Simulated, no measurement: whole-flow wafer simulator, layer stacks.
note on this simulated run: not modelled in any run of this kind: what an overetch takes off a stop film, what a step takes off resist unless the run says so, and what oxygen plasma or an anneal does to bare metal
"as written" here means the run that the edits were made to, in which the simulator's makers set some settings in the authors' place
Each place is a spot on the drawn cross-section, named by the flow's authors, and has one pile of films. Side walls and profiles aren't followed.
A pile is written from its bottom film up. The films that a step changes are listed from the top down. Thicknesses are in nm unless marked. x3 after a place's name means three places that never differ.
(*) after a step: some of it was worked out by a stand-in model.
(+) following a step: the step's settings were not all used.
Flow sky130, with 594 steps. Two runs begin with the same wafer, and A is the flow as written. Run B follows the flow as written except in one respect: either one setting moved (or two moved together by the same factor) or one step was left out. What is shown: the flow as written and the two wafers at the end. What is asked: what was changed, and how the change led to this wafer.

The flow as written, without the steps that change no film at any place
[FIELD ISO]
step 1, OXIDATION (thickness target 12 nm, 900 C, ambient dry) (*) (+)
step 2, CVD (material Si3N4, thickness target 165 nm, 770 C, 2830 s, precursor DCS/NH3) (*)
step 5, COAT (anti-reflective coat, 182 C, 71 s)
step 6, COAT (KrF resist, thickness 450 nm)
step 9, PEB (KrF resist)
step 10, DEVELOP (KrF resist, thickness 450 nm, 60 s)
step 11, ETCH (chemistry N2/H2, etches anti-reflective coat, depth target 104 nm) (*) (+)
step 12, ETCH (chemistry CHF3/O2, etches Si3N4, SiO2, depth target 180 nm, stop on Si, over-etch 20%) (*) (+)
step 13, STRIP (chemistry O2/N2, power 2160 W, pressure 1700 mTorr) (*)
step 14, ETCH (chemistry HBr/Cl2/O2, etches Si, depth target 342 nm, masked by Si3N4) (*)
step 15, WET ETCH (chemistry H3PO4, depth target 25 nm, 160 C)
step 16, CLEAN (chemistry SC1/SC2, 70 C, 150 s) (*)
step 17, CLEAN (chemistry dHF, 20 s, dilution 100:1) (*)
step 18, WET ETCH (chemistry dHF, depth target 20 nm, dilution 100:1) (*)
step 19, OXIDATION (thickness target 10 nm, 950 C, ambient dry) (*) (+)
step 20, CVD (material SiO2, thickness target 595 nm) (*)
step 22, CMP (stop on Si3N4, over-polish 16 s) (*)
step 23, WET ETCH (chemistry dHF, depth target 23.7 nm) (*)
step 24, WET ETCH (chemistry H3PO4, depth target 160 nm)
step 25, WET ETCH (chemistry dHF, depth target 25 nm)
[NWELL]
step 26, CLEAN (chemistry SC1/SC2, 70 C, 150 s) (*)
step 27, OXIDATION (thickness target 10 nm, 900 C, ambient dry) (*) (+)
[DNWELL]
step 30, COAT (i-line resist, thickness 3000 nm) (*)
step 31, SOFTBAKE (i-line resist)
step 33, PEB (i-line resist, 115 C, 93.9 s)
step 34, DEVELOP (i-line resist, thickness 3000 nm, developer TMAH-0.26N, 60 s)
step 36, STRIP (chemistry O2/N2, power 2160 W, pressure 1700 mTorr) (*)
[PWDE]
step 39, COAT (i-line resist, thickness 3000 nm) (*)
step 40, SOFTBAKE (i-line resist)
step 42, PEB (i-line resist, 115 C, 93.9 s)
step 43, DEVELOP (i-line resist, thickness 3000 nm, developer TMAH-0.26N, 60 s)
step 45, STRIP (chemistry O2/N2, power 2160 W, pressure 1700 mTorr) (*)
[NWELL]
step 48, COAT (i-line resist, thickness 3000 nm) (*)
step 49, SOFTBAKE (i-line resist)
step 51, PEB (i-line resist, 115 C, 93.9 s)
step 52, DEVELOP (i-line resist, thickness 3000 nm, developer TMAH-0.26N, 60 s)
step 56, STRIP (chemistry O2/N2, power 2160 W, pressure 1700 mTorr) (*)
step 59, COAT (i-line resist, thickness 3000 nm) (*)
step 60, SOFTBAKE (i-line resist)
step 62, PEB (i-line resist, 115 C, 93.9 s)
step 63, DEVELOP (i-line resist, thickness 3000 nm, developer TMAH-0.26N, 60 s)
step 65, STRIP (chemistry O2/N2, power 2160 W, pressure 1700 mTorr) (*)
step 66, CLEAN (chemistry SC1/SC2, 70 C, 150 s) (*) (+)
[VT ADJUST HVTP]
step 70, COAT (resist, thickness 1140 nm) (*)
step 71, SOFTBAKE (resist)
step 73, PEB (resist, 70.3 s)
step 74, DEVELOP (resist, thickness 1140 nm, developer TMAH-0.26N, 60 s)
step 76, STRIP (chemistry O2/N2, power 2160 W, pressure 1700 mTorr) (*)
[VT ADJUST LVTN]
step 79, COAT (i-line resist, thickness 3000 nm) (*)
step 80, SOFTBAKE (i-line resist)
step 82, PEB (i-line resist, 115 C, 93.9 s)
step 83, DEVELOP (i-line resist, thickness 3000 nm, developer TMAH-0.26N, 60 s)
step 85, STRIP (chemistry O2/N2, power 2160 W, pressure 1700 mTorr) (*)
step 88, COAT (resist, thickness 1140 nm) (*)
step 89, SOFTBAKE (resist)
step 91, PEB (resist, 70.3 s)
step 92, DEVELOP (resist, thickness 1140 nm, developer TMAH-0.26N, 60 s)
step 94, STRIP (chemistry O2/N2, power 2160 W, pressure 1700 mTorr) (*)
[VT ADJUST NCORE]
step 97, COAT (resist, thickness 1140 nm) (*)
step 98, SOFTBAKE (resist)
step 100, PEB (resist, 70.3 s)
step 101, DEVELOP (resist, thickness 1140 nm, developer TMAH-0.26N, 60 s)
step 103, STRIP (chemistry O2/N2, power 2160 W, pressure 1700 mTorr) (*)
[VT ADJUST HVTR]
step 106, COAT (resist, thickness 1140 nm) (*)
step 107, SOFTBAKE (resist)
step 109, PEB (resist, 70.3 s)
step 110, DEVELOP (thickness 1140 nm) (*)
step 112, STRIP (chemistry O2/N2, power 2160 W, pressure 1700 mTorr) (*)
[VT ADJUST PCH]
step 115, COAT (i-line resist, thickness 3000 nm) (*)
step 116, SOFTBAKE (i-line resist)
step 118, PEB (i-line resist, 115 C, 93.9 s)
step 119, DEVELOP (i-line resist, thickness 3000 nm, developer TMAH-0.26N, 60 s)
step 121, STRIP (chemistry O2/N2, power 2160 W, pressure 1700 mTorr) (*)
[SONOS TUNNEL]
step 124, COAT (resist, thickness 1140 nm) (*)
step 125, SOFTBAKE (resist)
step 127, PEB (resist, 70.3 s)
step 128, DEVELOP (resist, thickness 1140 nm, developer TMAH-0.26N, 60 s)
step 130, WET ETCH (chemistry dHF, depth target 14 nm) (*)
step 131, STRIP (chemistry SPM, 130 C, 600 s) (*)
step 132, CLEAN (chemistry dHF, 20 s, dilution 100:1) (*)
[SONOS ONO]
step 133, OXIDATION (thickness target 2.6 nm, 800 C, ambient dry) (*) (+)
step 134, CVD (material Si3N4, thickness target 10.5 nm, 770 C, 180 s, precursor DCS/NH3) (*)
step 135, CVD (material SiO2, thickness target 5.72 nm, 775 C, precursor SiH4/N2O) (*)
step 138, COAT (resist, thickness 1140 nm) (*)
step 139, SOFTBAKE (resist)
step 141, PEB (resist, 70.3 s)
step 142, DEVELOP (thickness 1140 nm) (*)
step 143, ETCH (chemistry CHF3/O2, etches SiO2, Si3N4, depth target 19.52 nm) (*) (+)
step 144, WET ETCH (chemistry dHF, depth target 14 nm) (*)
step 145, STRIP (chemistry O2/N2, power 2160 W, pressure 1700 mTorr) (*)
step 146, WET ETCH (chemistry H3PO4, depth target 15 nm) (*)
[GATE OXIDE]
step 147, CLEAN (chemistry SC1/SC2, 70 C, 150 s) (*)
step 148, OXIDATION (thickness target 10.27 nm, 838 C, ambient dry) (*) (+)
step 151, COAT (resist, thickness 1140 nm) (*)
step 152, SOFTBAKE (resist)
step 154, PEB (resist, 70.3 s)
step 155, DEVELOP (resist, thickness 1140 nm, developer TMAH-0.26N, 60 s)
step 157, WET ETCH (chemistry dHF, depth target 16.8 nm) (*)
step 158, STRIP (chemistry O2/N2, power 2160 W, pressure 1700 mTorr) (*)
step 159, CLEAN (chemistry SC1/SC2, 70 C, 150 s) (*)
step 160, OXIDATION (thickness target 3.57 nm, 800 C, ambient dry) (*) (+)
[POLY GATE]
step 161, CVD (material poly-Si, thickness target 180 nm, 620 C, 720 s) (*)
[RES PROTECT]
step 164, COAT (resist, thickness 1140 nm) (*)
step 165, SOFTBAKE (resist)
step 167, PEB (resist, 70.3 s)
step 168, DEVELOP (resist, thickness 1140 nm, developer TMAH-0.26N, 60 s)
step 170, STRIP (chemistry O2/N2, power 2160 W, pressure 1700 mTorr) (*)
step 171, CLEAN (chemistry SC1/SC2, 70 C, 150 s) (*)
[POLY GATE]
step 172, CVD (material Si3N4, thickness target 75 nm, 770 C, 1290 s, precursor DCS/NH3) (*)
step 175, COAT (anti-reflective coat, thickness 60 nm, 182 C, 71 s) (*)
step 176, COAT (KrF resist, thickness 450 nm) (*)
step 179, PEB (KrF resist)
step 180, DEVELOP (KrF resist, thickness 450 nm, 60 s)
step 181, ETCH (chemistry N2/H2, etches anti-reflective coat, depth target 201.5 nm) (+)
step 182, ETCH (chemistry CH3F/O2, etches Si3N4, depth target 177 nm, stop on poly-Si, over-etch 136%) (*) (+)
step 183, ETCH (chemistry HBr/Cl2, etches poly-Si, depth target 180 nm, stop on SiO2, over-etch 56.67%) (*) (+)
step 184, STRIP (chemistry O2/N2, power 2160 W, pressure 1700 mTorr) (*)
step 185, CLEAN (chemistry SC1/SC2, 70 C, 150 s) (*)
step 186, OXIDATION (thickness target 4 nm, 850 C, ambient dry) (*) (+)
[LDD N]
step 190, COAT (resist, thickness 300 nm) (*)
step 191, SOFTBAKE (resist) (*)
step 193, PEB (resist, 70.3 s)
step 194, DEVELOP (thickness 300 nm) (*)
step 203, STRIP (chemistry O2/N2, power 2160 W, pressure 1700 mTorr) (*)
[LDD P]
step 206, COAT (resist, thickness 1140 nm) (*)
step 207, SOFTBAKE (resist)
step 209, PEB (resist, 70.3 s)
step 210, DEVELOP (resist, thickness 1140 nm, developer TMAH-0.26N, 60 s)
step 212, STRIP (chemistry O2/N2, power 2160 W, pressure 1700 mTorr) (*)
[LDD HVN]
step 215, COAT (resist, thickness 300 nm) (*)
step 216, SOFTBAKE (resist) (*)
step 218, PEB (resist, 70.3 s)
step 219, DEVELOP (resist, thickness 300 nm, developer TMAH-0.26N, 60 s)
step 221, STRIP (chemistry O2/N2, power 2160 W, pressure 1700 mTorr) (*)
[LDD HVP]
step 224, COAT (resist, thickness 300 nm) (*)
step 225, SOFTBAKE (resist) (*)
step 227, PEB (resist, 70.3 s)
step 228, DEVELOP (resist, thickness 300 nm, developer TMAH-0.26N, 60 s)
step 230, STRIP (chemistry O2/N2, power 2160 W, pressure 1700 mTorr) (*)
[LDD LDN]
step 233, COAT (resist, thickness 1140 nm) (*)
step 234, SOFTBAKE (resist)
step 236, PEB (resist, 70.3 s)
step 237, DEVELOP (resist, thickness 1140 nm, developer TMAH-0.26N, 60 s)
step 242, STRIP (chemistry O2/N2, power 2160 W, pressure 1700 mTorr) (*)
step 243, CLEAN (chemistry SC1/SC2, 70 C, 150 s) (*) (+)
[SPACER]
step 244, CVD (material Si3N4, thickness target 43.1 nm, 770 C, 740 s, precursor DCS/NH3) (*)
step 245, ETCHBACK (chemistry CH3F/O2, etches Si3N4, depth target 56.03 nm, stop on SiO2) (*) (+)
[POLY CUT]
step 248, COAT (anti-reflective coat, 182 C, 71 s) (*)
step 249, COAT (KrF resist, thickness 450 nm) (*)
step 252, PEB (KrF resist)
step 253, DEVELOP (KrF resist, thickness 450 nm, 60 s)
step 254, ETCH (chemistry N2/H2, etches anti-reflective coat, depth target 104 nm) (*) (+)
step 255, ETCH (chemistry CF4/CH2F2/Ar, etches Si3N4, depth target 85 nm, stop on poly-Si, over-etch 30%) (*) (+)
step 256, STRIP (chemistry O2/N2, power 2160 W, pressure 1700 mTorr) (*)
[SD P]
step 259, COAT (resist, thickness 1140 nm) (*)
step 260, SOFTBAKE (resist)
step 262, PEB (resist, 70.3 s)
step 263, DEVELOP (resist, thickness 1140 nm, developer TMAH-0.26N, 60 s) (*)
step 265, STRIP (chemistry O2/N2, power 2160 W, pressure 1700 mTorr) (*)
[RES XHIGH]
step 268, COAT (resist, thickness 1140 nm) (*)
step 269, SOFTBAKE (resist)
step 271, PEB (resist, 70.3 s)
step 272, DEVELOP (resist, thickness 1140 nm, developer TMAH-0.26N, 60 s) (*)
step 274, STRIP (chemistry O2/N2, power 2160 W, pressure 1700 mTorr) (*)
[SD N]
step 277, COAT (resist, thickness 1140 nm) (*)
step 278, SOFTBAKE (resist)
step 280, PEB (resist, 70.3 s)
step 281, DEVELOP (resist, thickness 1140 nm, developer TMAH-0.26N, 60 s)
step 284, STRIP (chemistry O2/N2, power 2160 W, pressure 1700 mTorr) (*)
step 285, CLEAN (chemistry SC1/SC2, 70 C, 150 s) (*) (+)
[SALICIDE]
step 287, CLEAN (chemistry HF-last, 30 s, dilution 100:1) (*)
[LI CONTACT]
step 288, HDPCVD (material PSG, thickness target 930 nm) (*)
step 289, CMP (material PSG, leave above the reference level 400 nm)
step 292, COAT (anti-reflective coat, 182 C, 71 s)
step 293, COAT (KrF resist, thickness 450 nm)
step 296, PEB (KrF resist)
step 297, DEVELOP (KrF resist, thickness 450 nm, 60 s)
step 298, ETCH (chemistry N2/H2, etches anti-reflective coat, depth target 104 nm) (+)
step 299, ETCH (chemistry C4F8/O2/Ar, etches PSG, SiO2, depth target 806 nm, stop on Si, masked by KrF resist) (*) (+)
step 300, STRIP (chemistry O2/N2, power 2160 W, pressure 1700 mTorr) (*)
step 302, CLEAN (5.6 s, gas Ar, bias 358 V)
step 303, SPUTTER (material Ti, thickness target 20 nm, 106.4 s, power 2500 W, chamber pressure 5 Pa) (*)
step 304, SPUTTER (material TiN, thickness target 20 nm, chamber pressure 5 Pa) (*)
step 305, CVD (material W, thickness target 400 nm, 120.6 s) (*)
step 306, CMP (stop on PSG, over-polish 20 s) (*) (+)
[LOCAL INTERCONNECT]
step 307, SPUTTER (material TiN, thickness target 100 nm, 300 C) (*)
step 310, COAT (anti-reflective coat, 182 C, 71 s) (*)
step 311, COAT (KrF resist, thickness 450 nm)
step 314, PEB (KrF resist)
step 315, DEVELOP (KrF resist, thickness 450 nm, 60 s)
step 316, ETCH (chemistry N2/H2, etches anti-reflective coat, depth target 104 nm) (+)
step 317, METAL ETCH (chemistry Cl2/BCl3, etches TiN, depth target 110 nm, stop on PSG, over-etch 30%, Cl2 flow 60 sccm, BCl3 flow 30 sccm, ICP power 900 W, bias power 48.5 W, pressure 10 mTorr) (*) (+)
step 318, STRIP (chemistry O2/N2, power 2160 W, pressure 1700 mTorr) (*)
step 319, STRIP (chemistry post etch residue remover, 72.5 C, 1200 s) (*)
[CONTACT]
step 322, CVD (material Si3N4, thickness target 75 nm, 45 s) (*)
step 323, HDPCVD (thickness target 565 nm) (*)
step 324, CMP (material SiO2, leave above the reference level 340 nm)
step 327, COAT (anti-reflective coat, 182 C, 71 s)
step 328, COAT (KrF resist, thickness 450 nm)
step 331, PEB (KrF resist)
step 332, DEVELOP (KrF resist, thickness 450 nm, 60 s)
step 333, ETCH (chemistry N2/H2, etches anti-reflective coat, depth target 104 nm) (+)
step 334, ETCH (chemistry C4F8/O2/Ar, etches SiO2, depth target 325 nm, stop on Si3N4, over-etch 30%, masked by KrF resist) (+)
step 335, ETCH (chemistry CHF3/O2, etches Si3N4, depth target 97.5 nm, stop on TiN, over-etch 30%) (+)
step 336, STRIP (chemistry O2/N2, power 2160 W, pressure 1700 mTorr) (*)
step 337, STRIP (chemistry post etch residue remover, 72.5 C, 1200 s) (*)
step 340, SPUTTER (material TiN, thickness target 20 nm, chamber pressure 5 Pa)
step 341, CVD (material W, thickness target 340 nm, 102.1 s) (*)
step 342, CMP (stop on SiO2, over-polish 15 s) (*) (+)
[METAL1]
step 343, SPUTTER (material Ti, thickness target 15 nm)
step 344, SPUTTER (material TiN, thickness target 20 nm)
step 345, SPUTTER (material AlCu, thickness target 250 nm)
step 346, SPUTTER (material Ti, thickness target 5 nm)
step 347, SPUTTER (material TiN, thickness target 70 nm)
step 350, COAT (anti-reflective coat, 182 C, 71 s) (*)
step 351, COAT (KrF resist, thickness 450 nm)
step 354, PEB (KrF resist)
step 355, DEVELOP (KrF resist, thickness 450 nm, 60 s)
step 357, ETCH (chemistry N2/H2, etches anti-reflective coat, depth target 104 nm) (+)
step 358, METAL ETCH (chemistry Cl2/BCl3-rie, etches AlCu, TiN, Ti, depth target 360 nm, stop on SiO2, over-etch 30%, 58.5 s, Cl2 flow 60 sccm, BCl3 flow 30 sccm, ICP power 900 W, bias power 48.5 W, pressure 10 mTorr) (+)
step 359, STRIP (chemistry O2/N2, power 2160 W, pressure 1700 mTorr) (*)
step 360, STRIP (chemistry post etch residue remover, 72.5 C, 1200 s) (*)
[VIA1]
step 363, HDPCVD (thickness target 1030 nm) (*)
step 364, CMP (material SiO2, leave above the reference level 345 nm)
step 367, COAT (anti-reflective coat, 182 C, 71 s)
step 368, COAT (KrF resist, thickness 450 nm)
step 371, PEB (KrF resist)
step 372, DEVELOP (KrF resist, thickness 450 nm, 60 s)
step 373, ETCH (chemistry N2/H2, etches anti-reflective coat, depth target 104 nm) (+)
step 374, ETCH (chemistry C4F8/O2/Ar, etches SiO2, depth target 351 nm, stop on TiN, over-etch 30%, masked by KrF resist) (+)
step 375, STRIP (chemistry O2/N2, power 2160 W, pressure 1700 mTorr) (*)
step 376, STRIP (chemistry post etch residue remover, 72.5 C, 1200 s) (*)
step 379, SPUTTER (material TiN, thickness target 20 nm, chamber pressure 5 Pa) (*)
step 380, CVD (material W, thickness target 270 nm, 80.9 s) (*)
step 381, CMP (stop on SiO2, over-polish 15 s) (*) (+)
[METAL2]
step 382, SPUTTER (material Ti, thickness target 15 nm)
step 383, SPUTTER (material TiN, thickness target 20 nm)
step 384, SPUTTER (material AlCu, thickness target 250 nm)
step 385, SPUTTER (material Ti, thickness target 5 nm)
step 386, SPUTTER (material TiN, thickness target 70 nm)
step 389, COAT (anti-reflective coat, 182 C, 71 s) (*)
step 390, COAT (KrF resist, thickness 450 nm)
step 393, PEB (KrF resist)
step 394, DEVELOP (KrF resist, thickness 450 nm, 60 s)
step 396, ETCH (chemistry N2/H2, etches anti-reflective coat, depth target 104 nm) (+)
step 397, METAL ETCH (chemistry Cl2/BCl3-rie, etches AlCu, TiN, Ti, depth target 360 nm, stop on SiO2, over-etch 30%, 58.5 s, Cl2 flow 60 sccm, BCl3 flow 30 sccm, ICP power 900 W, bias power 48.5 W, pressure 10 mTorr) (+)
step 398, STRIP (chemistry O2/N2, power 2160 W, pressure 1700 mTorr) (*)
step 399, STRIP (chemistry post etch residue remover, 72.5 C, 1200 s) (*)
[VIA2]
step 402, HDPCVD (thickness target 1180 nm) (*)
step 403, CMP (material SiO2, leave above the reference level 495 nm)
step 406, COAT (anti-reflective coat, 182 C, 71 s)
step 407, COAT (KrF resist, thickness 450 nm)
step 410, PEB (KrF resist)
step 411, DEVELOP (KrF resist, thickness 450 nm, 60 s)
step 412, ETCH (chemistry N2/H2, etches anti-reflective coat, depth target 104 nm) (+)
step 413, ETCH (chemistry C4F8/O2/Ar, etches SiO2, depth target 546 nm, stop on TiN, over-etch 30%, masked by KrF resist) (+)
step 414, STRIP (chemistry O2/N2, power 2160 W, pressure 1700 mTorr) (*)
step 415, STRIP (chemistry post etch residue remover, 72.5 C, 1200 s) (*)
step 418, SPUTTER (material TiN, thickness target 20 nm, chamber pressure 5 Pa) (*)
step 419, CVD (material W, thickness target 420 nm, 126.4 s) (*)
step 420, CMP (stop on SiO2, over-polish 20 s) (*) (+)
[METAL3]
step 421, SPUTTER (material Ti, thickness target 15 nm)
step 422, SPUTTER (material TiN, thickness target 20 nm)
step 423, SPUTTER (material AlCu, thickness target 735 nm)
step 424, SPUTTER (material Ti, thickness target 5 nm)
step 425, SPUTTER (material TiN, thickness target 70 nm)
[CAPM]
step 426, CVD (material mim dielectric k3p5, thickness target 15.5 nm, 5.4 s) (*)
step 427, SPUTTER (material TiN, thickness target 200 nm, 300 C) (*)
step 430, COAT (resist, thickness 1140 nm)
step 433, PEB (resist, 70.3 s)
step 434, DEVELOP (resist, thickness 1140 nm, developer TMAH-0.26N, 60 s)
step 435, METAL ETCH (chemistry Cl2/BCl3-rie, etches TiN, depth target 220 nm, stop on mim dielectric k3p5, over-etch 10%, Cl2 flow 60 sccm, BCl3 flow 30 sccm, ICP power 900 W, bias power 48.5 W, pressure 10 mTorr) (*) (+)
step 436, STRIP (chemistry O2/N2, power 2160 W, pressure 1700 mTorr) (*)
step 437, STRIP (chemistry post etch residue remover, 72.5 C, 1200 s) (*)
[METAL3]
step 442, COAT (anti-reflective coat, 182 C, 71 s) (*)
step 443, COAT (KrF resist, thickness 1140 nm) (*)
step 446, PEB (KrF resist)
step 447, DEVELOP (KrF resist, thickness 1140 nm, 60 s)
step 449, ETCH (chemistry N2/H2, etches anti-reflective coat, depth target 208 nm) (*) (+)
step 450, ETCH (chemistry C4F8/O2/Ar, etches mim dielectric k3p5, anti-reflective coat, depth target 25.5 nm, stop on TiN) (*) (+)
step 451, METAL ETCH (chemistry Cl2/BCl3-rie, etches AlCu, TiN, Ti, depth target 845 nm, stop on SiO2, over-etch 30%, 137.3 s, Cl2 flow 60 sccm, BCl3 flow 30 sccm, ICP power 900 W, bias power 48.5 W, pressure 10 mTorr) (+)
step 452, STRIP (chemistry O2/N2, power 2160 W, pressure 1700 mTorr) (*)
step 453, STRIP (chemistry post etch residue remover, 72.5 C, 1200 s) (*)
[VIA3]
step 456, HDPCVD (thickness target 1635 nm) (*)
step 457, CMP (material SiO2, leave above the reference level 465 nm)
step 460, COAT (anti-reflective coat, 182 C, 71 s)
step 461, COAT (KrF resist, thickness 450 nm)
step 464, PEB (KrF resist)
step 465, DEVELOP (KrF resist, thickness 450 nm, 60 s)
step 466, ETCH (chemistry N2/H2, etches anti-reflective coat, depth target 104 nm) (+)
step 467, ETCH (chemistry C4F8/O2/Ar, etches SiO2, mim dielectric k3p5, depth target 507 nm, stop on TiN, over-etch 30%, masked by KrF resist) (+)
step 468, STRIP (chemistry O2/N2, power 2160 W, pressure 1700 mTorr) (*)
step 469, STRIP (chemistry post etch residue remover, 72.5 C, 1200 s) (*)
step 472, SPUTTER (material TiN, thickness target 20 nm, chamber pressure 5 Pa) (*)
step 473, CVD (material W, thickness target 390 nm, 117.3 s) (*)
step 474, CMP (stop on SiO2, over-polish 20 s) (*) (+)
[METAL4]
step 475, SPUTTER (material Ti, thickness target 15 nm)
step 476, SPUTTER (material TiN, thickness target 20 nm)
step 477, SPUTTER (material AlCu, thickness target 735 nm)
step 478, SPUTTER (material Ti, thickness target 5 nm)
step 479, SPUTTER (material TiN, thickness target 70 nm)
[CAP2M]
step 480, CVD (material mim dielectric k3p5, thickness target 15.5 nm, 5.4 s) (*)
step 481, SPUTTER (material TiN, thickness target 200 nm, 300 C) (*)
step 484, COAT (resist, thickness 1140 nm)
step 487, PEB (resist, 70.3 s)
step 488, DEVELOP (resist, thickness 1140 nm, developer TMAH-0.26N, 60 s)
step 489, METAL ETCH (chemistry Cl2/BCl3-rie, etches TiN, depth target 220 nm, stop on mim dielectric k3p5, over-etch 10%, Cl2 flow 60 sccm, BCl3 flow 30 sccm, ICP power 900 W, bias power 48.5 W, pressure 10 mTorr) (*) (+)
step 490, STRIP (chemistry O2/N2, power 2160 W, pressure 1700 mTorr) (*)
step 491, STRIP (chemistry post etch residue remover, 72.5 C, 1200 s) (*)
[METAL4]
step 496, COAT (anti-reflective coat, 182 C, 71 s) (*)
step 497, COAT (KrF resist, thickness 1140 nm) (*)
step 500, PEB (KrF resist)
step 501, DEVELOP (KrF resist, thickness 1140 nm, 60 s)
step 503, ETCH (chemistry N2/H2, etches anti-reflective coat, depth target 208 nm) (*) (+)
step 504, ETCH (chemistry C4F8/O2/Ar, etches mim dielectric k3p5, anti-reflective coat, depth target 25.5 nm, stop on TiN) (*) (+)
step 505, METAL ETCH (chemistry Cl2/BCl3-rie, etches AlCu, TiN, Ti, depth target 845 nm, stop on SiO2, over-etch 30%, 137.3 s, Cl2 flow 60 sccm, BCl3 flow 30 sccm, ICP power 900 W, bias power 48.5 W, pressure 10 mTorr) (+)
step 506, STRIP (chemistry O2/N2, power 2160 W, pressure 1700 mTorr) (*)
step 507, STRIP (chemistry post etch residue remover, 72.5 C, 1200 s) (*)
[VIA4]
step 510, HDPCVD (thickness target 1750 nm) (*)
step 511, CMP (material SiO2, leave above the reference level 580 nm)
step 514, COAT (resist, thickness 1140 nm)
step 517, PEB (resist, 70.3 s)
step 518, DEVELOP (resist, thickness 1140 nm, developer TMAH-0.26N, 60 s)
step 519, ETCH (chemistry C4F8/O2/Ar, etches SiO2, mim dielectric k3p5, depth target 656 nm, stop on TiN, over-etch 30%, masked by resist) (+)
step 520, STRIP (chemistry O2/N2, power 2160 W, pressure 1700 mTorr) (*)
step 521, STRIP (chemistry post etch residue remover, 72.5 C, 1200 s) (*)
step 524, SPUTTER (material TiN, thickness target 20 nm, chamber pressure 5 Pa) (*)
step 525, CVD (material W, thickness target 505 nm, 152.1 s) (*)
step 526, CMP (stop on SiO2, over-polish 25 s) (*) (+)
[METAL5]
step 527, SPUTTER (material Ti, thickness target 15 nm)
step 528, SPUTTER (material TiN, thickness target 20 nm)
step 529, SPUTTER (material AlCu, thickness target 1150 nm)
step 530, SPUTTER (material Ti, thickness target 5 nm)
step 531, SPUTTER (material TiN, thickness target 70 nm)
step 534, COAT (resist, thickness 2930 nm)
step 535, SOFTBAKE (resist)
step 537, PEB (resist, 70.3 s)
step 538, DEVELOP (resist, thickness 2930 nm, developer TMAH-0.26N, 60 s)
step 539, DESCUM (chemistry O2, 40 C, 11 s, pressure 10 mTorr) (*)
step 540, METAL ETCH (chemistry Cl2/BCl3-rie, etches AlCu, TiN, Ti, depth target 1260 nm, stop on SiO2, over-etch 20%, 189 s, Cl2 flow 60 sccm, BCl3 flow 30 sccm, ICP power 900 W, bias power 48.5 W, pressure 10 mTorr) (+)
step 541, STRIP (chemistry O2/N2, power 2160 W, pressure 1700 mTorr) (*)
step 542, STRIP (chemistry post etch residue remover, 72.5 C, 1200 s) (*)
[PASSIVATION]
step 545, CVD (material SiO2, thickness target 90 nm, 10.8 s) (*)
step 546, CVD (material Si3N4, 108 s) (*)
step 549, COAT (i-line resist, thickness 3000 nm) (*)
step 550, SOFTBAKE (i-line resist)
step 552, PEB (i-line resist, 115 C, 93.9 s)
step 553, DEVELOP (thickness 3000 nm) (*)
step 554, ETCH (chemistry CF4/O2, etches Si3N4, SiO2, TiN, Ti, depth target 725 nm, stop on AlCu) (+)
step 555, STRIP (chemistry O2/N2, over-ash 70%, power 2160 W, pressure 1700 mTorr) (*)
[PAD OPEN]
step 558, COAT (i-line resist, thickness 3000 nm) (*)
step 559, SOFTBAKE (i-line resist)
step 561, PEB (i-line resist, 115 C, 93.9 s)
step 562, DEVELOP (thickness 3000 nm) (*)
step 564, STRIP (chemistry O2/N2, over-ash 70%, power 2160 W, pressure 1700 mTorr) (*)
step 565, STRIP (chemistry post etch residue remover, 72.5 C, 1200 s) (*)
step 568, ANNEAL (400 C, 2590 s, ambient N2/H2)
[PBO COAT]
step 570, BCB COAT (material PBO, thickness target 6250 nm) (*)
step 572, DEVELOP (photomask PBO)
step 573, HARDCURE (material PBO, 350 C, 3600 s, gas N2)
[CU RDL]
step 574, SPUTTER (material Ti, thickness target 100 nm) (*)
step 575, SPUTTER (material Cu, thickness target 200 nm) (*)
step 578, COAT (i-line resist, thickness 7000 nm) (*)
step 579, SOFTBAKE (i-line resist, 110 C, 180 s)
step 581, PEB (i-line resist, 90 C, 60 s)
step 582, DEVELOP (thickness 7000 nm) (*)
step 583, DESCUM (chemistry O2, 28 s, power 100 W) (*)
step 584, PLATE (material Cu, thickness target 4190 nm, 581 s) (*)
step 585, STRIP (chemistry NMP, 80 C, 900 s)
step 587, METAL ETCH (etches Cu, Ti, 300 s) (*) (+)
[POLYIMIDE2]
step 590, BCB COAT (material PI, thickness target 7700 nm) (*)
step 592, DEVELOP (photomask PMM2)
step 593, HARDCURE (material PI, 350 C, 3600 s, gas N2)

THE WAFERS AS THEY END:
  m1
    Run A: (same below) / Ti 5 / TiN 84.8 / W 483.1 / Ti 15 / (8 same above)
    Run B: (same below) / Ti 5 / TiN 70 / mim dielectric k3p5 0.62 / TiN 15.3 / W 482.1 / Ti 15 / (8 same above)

The reason: step 519, ETCH: depth target 505 nm was run, while the flow as written has depth target 656 nm.

How this came from the change, step by step:
  step 519, ETCH (chemistry C4F8/O2/Ar, etches SiO2, mim dielectric k3p5, depth target 656 nm, stop on TiN, over-etch 30%, masked by resist) (+)
      m1: A SiO2 loses 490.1 (all of it), mim dielectric k3p5 loses 15.5 (all of it) | B SiO2 loses 490.1 (all of it), mim dielectric k3p5 loses 14.9
      field, active, n_well and 188 more: A resist loses 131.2 | B resist loses 101
  step 520, STRIP (chemistry O2/N2, power 2160 W, pressure 1700 mTorr) (*)
      field, active, n_well and 188 more: A resist loses 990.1 (all of it) | B resist loses 1020.3 (all of it)
  step 524, SPUTTER (material TiN, thickness target 20 nm, chamber pressure 5 Pa) (*)
      m1: A TiN gains 15.3 | B TiN gains 15.3 (new film)
Taking metal films that touch as one body, m1 has 3 bodies (between them, from the top down: mim dielectric k3p5 0.62; SiO2 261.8 / Si3N4 75); the flow as written gives 2 bodies (between them, from the top down: SiO2 261.8 / Si3N4 75).
